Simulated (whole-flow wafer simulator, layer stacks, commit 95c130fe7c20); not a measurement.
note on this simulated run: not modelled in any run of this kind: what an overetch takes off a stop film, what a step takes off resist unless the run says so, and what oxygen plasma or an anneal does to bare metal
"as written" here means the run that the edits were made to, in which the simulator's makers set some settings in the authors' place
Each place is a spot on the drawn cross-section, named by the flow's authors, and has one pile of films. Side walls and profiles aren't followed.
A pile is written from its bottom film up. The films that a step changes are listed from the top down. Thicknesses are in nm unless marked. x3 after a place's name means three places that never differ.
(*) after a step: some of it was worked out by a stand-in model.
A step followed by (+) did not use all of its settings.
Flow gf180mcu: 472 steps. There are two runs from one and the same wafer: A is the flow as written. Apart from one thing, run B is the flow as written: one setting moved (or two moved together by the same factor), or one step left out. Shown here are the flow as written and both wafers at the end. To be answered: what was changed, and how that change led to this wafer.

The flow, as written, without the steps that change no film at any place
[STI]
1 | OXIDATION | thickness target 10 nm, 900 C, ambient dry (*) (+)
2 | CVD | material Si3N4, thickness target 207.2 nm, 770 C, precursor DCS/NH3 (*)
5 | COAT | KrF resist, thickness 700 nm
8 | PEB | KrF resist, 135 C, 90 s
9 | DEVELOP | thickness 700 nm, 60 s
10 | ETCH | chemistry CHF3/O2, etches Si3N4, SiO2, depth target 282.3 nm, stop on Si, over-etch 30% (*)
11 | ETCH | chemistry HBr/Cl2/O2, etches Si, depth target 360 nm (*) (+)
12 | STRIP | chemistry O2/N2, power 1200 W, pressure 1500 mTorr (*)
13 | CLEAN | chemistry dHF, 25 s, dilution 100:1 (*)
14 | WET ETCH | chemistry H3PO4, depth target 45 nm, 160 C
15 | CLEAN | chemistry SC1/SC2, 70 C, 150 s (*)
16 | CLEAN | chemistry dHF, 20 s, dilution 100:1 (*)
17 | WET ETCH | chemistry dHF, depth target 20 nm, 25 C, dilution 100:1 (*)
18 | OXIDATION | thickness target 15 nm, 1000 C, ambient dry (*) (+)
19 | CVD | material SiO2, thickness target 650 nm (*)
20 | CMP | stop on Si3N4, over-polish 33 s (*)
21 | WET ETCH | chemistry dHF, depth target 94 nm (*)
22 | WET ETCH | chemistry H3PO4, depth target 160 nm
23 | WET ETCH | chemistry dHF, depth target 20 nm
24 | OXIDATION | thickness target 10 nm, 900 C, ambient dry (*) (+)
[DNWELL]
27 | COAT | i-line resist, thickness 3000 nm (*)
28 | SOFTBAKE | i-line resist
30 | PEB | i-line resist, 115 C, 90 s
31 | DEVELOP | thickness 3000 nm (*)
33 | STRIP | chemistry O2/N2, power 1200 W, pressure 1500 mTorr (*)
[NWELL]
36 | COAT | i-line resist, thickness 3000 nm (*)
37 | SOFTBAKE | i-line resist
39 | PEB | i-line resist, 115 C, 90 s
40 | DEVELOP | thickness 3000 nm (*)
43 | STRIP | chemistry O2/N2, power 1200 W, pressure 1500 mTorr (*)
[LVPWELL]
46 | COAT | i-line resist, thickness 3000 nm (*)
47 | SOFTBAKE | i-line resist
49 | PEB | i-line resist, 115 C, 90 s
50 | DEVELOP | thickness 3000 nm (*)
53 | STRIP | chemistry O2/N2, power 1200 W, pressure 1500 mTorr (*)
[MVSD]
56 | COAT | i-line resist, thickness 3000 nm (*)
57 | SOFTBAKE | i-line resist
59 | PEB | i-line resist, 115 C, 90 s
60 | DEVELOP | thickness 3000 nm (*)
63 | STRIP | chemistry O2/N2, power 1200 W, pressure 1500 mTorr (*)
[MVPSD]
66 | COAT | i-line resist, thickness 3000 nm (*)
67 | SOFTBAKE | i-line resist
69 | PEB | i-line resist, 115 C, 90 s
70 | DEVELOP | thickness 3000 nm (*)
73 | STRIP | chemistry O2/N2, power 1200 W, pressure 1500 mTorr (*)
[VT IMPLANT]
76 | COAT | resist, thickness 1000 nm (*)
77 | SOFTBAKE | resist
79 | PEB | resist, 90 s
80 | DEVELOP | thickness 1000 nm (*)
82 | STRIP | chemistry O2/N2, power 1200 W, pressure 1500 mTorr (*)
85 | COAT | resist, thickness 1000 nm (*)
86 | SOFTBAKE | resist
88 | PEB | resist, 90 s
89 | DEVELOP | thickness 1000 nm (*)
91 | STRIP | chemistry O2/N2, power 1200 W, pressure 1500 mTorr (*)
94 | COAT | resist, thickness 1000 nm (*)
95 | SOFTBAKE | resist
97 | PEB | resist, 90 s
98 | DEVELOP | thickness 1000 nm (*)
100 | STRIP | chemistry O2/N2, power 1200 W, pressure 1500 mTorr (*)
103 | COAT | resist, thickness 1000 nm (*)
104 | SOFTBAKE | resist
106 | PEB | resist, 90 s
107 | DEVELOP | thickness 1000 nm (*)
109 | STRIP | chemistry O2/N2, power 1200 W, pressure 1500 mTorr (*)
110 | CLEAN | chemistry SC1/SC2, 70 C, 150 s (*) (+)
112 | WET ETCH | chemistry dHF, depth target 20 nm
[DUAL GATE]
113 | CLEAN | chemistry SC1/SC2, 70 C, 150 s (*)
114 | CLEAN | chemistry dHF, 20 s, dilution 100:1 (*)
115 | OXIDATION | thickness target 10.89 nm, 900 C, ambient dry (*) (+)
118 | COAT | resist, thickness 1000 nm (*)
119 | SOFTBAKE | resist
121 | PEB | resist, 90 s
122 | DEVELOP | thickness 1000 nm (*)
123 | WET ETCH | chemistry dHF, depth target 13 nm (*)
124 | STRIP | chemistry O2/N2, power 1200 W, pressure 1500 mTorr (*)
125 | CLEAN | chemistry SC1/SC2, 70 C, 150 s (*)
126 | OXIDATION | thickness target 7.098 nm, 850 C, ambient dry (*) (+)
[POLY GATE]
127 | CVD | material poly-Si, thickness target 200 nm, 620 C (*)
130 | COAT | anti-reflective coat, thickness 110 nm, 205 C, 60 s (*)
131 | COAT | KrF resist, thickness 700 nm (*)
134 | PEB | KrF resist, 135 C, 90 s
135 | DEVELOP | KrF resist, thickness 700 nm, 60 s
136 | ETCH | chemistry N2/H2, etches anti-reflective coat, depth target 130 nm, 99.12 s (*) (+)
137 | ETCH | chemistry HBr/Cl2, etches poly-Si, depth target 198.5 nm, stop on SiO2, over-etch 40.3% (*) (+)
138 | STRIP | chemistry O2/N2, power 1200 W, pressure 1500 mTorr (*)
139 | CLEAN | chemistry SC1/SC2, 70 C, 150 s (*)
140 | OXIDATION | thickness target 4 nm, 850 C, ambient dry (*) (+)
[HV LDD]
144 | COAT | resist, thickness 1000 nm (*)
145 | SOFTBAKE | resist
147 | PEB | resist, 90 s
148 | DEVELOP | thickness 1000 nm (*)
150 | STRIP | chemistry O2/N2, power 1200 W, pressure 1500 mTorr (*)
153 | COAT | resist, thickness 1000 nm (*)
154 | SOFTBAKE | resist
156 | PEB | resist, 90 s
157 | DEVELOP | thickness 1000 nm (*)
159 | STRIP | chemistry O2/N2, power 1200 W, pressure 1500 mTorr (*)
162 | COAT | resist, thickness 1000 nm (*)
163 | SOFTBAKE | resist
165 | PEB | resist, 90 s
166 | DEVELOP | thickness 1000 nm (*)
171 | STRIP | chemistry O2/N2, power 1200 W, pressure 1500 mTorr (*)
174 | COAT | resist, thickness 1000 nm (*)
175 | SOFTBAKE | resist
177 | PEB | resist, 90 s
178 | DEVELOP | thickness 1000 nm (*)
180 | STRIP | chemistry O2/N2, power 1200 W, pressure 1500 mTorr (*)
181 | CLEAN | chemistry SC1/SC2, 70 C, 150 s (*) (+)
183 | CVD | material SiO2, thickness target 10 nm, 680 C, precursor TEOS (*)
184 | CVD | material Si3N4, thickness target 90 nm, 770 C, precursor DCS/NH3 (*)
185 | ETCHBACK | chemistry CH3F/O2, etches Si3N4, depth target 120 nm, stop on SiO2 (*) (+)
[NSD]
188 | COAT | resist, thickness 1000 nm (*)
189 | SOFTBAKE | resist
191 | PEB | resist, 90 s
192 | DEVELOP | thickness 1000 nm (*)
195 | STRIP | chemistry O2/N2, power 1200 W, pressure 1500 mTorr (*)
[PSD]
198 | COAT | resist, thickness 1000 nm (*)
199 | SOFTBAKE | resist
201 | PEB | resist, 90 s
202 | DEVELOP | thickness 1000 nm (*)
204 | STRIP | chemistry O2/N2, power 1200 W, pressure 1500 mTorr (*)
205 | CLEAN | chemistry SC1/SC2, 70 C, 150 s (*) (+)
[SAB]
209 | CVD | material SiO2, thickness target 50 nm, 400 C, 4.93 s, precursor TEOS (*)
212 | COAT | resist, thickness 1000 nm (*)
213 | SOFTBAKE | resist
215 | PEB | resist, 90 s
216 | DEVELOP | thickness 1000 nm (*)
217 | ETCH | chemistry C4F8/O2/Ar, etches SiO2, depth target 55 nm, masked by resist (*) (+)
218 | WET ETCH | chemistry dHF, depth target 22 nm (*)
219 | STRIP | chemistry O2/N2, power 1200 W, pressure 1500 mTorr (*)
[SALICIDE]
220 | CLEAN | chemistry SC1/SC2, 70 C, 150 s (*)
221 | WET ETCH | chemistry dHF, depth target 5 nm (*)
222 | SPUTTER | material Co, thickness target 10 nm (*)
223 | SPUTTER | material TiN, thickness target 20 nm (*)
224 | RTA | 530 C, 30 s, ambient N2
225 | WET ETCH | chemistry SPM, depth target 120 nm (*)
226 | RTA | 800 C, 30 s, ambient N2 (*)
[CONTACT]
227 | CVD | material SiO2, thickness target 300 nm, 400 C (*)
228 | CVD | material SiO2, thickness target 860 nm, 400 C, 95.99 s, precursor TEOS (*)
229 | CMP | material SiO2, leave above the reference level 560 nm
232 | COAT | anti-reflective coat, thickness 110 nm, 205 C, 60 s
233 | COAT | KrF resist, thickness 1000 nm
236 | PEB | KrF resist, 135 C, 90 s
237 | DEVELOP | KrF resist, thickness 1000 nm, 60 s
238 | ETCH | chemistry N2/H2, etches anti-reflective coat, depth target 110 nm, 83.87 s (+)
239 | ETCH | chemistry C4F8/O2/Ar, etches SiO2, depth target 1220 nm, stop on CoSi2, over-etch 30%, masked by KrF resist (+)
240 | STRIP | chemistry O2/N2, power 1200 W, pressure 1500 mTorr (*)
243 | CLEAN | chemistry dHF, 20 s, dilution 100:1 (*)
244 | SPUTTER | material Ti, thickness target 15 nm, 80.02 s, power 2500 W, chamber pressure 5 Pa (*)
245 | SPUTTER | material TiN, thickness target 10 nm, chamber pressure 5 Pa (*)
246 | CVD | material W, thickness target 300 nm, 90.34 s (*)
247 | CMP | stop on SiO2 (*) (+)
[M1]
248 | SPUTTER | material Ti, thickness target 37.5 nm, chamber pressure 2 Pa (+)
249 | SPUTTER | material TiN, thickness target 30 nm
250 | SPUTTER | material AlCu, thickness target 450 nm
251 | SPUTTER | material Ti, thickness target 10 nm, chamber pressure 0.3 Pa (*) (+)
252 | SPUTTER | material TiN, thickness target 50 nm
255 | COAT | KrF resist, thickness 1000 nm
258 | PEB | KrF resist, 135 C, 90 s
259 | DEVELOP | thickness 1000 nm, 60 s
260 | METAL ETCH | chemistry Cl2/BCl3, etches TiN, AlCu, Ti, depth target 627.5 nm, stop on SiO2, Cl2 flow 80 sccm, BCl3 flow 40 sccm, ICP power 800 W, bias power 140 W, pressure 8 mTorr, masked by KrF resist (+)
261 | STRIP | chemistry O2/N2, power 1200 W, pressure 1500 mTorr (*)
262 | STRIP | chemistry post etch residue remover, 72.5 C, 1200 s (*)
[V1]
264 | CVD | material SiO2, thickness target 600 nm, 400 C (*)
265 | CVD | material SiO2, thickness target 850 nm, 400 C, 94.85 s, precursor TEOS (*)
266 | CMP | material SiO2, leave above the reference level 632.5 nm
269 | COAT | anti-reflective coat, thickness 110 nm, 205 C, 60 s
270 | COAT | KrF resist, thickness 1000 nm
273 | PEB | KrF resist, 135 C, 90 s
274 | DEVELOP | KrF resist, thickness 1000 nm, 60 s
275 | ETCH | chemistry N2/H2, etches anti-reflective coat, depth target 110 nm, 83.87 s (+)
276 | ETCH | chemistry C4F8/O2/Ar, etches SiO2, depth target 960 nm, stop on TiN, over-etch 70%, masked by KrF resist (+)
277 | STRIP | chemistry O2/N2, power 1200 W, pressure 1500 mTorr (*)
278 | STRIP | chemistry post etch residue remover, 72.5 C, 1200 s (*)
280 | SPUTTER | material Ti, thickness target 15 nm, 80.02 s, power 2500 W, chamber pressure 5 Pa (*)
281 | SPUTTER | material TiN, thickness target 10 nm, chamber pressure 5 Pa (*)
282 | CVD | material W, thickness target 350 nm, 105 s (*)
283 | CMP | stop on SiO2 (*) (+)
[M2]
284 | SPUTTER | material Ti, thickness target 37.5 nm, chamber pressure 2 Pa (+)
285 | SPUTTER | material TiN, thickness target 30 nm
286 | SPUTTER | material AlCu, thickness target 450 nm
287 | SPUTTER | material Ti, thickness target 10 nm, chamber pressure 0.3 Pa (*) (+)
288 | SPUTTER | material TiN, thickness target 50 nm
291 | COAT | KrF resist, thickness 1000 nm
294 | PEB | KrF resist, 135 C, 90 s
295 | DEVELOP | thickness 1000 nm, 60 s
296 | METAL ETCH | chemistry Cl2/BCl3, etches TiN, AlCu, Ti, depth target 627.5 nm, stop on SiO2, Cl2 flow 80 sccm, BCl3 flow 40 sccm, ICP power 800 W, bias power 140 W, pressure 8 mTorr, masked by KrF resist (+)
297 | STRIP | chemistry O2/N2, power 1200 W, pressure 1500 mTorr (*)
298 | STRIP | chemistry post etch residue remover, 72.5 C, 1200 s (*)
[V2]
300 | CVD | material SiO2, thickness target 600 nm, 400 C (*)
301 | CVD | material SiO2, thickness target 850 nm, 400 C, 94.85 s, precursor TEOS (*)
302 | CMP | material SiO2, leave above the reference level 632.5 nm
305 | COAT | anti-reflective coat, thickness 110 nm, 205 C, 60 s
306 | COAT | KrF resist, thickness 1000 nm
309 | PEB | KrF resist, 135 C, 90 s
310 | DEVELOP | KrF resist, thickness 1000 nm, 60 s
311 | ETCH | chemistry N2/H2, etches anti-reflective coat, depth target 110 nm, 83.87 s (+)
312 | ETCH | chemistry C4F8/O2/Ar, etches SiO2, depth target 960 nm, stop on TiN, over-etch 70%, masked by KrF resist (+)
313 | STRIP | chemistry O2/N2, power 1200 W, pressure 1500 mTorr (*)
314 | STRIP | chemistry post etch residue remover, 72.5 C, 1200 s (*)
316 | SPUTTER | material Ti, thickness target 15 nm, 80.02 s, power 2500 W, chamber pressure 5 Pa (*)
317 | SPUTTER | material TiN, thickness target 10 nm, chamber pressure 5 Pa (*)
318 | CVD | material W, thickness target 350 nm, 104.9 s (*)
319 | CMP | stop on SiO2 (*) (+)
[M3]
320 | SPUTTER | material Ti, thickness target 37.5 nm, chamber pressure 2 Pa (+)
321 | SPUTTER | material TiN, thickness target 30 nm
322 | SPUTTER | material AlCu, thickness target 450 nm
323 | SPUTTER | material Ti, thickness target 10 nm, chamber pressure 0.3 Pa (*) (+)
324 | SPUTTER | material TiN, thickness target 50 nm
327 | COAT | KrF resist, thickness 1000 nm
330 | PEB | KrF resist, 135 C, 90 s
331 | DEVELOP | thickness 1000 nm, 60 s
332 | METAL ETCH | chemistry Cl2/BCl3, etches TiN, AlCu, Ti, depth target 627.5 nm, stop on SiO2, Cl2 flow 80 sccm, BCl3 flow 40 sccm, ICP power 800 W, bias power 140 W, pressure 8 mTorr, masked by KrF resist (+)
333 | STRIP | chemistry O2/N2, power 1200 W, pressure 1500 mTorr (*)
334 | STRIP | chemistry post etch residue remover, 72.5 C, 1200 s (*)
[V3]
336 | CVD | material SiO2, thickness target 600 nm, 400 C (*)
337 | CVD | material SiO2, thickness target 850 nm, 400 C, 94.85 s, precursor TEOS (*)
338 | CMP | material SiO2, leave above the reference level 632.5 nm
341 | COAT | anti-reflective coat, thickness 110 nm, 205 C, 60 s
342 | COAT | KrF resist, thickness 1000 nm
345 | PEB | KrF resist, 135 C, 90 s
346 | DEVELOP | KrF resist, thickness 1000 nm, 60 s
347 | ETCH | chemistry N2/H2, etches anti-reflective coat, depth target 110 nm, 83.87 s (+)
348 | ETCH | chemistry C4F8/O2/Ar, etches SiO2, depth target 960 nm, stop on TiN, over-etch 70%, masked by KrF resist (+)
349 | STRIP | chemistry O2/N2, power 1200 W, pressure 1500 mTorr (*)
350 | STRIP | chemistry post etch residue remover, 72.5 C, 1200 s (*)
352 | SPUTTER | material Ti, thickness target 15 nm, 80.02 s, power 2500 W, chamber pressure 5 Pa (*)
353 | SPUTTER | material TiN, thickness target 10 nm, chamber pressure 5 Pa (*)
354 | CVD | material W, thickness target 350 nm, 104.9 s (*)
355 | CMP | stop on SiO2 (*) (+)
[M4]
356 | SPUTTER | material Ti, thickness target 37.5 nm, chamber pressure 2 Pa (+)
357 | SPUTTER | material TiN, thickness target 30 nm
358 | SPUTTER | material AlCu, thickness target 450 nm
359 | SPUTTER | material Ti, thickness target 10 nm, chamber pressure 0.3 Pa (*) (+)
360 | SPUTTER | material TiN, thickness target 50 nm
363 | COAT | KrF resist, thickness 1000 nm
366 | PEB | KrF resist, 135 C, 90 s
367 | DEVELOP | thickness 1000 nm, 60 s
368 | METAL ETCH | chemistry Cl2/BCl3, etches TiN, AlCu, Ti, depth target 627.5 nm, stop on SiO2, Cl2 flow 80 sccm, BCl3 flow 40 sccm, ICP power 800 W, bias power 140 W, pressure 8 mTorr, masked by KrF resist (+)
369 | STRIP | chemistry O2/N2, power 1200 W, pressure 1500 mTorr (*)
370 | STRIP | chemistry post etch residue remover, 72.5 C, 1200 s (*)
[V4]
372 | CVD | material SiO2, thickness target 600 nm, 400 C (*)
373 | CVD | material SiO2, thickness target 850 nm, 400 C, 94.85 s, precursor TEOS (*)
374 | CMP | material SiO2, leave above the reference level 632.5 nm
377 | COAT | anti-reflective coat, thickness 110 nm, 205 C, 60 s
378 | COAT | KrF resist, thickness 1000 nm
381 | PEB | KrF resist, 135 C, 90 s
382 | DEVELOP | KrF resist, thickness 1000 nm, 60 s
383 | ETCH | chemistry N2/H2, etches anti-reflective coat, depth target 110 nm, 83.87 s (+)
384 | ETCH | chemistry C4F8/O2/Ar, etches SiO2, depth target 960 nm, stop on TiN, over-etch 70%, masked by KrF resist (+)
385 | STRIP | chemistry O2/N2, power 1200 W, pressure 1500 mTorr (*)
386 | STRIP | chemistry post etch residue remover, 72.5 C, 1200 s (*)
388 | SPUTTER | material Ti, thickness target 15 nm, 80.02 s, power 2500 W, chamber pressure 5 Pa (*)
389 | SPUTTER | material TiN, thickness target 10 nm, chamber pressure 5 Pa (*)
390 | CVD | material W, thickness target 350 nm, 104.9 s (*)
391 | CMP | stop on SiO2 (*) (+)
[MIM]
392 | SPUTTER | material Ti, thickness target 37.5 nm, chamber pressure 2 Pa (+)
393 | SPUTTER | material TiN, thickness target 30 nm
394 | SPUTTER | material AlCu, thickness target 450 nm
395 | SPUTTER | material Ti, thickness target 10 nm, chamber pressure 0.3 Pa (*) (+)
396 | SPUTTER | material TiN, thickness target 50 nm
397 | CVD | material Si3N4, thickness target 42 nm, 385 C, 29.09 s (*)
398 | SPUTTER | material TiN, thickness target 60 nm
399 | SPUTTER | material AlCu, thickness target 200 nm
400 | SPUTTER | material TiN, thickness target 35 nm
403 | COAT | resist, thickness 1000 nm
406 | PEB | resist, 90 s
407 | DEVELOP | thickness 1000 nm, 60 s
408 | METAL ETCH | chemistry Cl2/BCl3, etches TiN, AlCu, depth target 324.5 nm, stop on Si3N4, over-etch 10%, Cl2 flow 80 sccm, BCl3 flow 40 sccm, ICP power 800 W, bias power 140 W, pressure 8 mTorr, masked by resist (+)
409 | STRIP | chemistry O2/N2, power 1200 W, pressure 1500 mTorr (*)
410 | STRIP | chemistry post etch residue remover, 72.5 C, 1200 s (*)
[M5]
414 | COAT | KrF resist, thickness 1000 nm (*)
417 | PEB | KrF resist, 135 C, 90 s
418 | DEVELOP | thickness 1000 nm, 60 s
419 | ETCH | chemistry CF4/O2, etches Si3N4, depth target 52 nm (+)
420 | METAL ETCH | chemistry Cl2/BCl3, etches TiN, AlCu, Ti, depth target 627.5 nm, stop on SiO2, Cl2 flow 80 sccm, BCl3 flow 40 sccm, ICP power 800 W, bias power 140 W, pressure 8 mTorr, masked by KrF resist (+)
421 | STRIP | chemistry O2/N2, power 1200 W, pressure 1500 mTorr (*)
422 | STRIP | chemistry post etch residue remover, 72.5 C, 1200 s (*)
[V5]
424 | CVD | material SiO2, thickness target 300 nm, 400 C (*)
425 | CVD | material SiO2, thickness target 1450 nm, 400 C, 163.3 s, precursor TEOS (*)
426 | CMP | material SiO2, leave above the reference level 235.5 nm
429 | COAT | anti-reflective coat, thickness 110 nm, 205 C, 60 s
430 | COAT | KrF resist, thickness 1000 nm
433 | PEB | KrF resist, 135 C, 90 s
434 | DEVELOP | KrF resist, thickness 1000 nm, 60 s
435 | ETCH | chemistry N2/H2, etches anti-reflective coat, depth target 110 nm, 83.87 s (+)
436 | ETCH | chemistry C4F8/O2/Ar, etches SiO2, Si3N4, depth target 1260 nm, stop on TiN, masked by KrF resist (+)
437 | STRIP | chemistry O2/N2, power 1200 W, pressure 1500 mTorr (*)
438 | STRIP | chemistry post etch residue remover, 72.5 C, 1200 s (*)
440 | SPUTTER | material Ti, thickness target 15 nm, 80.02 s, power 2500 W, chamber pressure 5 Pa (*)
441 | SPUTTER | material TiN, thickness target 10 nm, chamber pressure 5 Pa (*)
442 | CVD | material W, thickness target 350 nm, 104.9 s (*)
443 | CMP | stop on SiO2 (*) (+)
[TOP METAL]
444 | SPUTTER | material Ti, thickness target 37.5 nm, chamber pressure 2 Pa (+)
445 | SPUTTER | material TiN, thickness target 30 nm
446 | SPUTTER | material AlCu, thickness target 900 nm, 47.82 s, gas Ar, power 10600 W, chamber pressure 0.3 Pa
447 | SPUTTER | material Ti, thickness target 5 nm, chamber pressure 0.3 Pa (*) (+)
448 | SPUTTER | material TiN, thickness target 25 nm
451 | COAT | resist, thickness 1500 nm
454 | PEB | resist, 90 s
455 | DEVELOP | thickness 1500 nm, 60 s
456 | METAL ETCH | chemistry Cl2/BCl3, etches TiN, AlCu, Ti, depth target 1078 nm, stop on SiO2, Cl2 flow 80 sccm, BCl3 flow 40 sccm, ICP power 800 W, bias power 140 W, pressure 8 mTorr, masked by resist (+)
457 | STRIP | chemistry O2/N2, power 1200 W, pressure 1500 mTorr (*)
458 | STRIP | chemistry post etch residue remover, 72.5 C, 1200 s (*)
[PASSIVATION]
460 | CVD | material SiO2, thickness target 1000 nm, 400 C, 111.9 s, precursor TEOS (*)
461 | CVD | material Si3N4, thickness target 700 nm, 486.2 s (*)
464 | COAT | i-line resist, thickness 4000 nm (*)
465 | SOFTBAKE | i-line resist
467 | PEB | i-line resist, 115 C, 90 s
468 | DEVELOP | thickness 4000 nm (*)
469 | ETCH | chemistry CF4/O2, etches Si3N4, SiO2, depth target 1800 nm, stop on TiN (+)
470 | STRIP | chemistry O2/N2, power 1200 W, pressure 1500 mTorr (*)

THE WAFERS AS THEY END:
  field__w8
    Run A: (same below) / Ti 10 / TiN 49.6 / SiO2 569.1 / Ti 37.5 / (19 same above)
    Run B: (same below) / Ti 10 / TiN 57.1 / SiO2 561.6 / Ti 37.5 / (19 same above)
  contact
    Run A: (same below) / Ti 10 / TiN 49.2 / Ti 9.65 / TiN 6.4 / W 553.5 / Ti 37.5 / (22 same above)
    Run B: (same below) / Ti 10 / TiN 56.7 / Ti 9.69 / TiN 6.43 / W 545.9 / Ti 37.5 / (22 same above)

The reason: step 324, SPUTTER: thickness target 57.5 nm was run, while the flow as written has thickness target 50 nm.

How this came from the change, step by step:
  324 | SPUTTER | material TiN, thickness target 50 nm
      field, field__w1, field__w2 and 108 more: A +50 TiN (new film) | B +57.5 TiN (new film)
  332 | METAL ETCH | chemistry Cl2/BCl3, etches TiN, AlCu, Ti, depth target 627.5 nm, stop on SiO2, Cl2 flow 80 sccm, BCl3 flow 40 sccm, ICP power 800 W, bias power 140 W, pressure 8 mTorr, masked by KrF resist (+)
      field, field__w1, field__w2 and 103 more: A -50 TiN (all of it), -10 Ti (all of it), -450 AlCu (all of it), -30 TiN (all of it), -37.5 Ti (all of it) | B -57.5 TiN (all of it), -10 Ti (all of it), -450 AlCu (all of it), -30 TiN (all of it), -37.5 Ti (all of it)
